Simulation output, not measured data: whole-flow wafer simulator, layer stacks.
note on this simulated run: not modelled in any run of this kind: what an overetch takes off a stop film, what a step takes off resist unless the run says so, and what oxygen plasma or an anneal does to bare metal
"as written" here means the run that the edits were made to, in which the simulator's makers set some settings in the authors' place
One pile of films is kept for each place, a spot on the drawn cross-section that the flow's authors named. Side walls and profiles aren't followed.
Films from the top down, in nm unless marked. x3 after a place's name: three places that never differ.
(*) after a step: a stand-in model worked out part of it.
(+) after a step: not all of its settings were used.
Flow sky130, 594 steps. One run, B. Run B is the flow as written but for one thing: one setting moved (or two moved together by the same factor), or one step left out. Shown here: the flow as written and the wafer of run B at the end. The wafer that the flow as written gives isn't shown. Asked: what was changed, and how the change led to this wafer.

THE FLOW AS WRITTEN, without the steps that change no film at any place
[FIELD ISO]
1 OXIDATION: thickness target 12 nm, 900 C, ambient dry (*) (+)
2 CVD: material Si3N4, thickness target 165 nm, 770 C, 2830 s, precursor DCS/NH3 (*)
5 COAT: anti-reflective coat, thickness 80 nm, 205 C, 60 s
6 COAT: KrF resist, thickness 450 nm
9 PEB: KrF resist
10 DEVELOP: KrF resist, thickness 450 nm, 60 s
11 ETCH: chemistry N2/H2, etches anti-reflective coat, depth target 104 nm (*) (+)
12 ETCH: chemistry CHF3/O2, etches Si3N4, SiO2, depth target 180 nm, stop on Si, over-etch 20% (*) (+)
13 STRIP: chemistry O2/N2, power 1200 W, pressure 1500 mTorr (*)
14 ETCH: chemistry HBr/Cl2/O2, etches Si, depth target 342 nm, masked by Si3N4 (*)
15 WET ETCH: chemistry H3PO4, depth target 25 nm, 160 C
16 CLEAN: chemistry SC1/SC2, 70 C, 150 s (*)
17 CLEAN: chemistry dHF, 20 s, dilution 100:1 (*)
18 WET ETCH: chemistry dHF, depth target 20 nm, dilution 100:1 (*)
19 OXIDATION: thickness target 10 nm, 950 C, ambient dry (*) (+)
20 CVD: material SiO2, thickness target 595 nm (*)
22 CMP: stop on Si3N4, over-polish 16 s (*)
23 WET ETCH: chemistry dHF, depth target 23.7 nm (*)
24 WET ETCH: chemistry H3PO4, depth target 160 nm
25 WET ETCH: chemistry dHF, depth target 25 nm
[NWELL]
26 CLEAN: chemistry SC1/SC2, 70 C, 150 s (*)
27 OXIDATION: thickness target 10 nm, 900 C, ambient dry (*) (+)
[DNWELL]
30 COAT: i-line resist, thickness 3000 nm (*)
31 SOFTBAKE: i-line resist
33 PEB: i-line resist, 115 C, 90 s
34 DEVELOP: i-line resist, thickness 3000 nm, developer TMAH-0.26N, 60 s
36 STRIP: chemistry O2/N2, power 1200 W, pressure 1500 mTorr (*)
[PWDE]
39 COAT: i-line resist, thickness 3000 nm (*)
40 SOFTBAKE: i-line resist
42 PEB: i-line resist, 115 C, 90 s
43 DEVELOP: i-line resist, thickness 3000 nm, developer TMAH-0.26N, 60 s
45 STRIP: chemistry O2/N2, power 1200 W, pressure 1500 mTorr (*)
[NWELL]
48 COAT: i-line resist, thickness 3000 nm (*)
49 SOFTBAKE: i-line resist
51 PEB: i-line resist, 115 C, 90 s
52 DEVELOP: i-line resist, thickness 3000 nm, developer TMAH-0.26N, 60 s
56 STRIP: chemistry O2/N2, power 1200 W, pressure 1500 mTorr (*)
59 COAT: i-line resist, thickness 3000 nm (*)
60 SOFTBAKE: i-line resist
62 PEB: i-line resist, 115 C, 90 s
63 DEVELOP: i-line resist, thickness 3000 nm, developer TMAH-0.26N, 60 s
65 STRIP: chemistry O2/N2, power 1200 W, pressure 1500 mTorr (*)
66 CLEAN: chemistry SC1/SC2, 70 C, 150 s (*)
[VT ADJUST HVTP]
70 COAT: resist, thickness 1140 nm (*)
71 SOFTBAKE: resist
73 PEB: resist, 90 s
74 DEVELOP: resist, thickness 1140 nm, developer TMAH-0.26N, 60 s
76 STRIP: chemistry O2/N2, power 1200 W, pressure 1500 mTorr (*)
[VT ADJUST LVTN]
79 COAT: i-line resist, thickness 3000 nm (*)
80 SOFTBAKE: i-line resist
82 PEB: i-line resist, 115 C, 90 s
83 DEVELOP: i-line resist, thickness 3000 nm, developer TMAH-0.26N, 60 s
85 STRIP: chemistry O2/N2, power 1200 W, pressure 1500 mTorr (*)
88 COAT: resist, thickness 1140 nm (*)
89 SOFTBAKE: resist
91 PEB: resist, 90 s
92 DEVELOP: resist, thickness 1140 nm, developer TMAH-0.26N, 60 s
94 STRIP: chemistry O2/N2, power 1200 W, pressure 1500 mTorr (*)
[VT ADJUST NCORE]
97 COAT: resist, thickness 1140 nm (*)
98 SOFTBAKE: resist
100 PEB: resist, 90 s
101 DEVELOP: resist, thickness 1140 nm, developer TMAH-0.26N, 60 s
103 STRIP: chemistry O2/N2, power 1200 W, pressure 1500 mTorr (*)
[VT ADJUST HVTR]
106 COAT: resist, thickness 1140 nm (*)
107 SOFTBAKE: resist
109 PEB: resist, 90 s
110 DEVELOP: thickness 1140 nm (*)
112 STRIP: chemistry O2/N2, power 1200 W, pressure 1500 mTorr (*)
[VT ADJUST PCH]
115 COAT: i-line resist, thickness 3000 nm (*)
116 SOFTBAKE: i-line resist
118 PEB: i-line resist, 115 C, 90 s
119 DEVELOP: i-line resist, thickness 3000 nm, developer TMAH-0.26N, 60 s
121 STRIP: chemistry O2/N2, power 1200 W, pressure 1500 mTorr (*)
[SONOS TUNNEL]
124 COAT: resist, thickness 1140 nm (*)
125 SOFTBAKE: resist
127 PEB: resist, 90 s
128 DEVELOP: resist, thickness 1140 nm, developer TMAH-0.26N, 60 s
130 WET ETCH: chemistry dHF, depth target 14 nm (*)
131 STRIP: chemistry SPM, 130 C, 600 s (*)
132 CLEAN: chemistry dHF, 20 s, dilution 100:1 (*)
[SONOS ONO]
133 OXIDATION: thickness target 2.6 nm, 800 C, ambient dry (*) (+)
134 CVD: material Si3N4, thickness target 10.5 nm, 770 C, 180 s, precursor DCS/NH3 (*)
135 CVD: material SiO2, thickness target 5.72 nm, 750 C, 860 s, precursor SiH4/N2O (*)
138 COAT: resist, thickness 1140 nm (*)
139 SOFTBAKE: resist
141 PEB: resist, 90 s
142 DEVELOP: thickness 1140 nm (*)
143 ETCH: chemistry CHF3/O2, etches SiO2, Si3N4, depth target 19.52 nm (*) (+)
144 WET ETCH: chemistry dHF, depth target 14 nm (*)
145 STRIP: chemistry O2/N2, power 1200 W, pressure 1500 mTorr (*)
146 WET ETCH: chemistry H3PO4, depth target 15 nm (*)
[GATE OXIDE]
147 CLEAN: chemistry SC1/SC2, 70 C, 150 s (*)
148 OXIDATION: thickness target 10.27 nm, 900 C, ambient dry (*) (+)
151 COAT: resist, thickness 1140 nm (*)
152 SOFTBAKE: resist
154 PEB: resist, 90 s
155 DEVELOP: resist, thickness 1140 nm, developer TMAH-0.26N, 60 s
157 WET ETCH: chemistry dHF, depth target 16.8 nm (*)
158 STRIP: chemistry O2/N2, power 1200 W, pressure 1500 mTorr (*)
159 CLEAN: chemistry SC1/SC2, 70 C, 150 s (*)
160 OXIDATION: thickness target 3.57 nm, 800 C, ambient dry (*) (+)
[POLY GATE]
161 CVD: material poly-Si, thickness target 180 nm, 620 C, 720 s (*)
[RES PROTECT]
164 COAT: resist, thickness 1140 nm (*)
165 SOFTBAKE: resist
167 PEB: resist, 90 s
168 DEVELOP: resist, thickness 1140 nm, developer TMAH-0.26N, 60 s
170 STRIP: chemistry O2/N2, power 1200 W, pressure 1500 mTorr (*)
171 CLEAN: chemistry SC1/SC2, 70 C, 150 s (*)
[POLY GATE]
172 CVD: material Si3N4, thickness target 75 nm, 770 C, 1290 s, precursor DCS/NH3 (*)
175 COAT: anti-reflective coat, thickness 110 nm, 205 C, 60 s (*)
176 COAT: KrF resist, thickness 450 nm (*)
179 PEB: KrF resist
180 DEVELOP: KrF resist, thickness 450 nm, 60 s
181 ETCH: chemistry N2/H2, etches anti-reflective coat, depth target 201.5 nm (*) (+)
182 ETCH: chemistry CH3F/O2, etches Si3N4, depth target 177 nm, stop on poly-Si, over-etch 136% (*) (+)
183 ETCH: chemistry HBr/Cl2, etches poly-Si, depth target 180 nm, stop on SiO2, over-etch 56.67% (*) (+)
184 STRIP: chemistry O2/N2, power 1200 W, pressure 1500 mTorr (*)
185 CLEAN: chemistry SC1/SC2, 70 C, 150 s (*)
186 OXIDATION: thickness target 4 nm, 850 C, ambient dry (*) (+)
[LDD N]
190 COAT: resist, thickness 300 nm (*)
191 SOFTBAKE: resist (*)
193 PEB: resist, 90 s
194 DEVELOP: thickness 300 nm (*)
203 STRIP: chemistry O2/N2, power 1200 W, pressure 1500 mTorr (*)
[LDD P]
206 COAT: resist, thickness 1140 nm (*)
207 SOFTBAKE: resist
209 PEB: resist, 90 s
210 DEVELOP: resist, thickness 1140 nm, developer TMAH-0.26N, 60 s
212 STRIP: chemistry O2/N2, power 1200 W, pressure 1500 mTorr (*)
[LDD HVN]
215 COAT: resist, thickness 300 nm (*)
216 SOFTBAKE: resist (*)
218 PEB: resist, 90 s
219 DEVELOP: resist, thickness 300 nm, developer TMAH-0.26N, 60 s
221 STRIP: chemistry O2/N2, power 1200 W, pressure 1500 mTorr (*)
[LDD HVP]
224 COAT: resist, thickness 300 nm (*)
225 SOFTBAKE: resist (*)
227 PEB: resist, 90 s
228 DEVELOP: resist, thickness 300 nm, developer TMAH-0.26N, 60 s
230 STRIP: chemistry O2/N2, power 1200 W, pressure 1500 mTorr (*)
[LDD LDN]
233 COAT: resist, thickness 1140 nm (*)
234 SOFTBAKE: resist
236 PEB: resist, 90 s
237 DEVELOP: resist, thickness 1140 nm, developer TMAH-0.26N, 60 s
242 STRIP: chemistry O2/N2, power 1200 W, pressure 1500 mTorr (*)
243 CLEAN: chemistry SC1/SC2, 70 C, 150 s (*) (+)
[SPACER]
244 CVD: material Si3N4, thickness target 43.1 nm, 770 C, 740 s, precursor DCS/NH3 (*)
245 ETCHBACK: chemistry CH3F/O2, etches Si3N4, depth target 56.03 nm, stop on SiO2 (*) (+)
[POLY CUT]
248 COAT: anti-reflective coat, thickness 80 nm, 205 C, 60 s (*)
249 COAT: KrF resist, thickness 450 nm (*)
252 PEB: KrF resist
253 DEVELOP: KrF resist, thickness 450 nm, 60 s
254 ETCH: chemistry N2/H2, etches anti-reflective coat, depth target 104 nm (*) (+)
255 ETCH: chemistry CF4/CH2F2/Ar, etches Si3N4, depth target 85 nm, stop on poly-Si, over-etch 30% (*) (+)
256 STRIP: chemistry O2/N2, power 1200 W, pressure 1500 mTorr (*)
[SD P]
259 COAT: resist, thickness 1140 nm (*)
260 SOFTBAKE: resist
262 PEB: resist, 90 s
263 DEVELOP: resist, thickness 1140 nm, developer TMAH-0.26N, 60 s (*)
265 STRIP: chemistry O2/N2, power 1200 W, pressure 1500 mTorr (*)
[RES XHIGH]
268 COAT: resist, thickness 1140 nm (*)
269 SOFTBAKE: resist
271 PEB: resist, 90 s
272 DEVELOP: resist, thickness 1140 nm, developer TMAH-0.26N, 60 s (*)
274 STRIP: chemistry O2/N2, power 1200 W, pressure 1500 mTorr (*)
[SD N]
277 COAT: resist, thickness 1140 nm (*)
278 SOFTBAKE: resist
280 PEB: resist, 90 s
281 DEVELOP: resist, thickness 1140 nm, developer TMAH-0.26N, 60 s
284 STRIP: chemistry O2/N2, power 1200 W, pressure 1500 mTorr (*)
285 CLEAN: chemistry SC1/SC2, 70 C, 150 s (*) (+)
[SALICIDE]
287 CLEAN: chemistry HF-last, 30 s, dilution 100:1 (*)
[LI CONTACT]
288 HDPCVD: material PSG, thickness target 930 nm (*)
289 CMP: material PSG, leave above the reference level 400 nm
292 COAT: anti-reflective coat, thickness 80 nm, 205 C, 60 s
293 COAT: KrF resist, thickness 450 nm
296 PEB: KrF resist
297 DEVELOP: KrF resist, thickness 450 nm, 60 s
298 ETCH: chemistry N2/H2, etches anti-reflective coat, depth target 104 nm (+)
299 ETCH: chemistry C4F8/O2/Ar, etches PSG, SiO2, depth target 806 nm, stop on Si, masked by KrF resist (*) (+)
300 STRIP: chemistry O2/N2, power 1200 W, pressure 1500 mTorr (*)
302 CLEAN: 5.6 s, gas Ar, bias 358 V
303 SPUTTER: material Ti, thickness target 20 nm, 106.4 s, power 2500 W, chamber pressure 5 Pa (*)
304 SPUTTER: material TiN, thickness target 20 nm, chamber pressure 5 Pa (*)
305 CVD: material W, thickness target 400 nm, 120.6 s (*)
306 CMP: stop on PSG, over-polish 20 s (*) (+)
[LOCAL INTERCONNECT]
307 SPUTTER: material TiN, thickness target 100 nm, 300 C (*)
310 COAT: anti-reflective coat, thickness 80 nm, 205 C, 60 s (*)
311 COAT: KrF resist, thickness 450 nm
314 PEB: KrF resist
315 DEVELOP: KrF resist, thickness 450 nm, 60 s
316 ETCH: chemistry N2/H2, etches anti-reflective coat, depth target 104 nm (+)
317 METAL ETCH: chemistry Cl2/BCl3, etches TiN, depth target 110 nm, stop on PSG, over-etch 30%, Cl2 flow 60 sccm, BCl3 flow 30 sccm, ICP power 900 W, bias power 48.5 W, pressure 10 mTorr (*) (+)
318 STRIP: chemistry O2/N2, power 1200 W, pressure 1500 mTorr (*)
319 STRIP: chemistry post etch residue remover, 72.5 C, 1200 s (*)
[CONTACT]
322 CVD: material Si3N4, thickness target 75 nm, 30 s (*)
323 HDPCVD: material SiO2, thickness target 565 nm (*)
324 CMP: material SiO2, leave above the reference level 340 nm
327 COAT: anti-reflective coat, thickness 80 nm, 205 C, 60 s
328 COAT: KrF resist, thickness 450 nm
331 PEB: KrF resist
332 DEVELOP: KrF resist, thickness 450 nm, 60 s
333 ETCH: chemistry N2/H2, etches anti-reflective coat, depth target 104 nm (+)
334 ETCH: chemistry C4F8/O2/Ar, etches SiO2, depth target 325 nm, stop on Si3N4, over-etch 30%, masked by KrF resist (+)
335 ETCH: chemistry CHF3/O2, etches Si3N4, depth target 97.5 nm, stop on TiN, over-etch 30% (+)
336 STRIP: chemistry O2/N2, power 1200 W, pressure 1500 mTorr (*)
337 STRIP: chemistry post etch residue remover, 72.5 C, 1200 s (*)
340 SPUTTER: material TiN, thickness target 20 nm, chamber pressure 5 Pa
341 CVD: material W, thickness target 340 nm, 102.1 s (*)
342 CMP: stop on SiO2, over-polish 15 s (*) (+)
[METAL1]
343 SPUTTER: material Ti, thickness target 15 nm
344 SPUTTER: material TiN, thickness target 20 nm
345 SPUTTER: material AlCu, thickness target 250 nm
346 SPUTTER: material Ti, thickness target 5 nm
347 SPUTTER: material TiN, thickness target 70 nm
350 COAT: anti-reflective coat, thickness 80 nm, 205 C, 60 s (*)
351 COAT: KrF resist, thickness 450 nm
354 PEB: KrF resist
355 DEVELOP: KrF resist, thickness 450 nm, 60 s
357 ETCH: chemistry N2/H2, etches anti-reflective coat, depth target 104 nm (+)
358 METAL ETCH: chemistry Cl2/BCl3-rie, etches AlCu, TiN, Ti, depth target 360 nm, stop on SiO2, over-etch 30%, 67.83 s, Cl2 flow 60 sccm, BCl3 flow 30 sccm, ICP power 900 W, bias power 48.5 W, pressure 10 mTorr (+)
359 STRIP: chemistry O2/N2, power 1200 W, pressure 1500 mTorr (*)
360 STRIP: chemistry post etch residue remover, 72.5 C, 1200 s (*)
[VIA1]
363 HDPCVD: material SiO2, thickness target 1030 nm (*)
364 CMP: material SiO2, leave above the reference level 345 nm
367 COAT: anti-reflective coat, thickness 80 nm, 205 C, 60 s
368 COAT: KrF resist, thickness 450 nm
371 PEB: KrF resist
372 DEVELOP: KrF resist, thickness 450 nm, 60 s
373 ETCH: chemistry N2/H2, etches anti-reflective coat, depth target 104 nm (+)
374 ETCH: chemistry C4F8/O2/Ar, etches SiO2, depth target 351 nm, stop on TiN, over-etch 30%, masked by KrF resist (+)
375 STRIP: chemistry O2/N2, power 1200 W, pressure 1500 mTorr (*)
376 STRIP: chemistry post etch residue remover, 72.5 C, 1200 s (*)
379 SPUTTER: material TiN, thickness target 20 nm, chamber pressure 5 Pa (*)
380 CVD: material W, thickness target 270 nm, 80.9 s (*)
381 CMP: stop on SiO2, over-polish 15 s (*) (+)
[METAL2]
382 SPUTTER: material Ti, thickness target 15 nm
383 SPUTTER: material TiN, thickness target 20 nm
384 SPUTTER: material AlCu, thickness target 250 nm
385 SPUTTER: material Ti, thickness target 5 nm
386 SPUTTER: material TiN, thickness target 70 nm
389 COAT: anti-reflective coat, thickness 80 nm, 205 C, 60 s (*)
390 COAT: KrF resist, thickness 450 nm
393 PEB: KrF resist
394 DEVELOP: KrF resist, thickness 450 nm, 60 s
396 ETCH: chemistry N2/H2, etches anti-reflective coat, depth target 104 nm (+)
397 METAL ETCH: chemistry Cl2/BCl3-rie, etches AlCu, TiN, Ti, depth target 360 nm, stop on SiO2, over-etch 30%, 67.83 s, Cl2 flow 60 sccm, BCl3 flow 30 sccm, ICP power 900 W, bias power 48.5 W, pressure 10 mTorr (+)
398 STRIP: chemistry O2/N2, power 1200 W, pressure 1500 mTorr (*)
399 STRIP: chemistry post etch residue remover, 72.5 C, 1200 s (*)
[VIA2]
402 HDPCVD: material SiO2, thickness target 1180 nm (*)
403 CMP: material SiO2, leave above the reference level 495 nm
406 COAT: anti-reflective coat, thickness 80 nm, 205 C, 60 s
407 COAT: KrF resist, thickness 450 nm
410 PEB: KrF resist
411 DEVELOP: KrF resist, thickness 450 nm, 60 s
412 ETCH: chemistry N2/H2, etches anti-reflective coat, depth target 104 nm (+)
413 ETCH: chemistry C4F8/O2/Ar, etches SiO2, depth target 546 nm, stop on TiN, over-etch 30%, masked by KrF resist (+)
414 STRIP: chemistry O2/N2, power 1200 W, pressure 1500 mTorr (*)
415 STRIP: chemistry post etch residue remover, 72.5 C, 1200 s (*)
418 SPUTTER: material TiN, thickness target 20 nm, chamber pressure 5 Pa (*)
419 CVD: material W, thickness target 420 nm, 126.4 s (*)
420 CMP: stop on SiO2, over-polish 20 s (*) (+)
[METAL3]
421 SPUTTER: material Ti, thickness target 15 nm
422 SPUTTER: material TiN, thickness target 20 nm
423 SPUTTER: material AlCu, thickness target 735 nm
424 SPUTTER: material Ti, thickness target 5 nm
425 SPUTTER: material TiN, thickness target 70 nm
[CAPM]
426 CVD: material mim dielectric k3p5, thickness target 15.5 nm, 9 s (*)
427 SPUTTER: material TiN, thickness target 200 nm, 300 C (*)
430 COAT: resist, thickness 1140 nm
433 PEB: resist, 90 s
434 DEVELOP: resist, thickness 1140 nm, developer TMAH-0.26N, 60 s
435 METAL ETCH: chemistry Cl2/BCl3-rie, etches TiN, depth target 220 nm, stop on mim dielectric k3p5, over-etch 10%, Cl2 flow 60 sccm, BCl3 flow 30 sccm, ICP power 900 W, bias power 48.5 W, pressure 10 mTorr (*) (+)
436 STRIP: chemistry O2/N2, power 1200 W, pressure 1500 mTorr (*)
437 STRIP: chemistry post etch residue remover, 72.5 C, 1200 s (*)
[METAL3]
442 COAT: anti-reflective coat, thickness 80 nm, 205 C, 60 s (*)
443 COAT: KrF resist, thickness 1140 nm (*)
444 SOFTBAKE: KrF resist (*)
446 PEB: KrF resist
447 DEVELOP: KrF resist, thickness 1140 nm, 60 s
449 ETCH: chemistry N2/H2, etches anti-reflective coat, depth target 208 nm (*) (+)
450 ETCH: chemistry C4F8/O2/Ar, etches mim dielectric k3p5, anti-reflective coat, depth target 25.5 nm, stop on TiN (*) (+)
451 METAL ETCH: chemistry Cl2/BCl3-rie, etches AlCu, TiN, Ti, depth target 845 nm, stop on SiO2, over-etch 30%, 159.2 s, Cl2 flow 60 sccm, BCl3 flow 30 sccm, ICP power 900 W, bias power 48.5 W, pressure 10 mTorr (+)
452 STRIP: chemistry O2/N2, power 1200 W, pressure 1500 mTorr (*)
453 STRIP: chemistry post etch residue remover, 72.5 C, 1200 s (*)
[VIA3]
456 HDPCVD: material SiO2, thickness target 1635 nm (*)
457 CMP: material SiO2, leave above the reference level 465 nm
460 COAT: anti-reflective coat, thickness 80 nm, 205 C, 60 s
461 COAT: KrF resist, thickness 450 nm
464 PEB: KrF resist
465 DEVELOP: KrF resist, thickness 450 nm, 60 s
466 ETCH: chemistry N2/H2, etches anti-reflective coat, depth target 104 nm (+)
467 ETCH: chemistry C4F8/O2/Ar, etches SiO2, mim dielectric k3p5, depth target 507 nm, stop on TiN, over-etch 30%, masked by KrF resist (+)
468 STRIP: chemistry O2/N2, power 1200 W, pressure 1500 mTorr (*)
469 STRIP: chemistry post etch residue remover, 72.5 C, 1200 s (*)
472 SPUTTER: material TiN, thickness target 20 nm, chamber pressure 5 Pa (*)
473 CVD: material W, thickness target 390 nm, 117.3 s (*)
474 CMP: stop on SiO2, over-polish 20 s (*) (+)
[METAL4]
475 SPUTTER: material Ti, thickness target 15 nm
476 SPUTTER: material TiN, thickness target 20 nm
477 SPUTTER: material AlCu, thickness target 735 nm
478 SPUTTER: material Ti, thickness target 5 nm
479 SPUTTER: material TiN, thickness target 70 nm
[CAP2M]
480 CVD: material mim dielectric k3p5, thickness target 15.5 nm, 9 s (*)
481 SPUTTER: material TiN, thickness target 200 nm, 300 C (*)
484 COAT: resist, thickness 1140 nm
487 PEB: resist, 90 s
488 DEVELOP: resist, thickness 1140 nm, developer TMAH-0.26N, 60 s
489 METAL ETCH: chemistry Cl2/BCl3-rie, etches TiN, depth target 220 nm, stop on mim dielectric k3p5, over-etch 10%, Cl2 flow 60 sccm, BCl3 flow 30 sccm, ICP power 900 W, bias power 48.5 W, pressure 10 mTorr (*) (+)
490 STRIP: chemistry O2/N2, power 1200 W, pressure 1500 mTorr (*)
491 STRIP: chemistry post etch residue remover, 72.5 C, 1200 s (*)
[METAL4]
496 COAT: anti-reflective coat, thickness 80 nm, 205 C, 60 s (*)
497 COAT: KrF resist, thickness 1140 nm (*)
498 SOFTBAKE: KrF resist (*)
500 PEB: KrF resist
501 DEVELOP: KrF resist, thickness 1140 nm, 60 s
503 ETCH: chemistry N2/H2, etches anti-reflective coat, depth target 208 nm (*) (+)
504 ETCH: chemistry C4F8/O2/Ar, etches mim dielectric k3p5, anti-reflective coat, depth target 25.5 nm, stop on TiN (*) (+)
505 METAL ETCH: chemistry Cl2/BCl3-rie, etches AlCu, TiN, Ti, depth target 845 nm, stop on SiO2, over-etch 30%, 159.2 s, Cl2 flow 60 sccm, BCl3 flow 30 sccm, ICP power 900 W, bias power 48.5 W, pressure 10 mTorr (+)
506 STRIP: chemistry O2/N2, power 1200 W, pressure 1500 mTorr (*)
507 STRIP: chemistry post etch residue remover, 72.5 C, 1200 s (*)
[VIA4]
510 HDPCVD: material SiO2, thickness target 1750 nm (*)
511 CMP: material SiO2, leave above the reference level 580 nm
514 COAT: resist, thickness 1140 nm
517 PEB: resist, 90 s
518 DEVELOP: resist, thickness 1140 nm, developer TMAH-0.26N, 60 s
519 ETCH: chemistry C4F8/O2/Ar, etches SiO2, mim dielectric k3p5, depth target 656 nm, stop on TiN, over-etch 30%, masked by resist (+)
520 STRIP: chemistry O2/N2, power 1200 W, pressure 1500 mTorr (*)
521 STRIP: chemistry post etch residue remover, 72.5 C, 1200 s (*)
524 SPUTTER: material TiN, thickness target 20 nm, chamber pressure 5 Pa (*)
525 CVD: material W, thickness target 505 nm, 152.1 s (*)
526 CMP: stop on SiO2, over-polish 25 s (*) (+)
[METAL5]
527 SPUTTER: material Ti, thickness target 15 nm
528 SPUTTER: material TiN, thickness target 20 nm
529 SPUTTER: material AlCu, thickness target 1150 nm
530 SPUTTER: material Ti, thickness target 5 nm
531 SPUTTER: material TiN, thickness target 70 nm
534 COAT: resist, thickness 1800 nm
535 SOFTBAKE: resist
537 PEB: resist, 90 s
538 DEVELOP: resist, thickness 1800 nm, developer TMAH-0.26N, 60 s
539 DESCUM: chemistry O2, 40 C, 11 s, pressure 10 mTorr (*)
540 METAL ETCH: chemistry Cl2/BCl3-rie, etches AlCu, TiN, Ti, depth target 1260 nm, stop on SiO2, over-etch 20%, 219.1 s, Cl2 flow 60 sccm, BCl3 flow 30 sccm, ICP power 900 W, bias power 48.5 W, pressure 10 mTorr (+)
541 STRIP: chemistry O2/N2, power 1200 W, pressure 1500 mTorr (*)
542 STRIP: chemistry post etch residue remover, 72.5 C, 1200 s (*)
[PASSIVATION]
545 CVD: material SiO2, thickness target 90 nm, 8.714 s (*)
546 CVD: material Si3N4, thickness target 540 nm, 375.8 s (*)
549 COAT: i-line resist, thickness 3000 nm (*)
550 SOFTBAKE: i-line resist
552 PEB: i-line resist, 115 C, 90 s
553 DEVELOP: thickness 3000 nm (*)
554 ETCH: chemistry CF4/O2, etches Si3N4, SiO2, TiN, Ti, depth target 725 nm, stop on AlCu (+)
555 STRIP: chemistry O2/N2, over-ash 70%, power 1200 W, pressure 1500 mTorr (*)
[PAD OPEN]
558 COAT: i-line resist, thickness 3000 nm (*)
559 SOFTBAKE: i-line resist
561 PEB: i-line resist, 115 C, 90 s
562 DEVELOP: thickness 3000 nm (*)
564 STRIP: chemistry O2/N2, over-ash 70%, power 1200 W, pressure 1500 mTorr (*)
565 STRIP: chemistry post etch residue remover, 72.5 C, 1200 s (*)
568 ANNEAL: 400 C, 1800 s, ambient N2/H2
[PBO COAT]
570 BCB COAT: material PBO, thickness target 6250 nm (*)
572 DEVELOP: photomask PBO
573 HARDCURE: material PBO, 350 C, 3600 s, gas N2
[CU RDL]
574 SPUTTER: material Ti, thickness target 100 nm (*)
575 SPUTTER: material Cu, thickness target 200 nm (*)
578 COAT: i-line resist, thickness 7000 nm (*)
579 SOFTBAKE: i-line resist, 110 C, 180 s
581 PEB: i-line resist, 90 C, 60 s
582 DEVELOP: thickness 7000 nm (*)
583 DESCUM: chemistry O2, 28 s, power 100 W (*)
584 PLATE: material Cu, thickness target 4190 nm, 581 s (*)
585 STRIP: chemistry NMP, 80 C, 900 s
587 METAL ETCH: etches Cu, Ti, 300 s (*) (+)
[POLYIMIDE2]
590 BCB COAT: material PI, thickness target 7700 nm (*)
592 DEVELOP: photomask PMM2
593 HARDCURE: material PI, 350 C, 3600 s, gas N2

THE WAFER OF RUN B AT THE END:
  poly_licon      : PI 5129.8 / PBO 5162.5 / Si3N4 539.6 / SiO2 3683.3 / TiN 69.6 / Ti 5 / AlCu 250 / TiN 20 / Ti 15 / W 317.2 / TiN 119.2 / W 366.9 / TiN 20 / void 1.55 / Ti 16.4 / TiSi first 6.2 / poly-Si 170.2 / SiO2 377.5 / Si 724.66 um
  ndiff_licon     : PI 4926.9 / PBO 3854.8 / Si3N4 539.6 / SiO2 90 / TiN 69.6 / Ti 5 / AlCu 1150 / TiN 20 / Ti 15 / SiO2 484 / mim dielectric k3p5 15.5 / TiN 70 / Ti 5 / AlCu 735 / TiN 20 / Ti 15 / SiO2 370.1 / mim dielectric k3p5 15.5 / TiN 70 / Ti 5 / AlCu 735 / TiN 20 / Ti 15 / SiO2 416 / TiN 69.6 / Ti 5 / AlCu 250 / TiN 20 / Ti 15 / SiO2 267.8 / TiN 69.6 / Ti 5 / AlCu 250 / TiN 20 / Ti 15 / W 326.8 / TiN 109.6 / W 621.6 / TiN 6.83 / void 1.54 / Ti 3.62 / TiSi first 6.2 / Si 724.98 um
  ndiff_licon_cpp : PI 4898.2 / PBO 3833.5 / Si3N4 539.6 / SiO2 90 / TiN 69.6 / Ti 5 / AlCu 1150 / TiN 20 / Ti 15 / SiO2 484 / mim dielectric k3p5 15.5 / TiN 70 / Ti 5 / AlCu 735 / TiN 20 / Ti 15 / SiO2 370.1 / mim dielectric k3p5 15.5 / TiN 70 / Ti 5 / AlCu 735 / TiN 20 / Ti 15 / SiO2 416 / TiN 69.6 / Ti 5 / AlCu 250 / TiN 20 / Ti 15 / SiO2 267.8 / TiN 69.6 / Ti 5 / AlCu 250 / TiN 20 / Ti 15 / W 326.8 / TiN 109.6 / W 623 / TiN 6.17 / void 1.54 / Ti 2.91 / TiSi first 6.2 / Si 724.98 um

The cause: step 568, ANNEAL: 1260 s was run, where the flow has 1800 s.

How the change led to this, step by step:
  568 ANNEAL: 400 C, 1800 s, ambient N2/H2
      poly_licon, rpo_hd_licon: under 11 films: void +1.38 (new film), Ti -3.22, TiSi first +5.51 (new film), poly-Si -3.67 (as written it would be: under 11 films: void +1.54 (new film), Ti -3.59, TiSi first +6.13 (new film), poly-Si -4.08)
      ndiff_licon, ndiff_licon_cpp: under 37 films: void +1.37 (new film), Ti -3.22, TiSi first +5.51 (new film), Si -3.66 (as written it would be: under 37 films: void +1.52 (new film), Ti -3.59, TiSi first +6.13 (new film), Si -4.07)
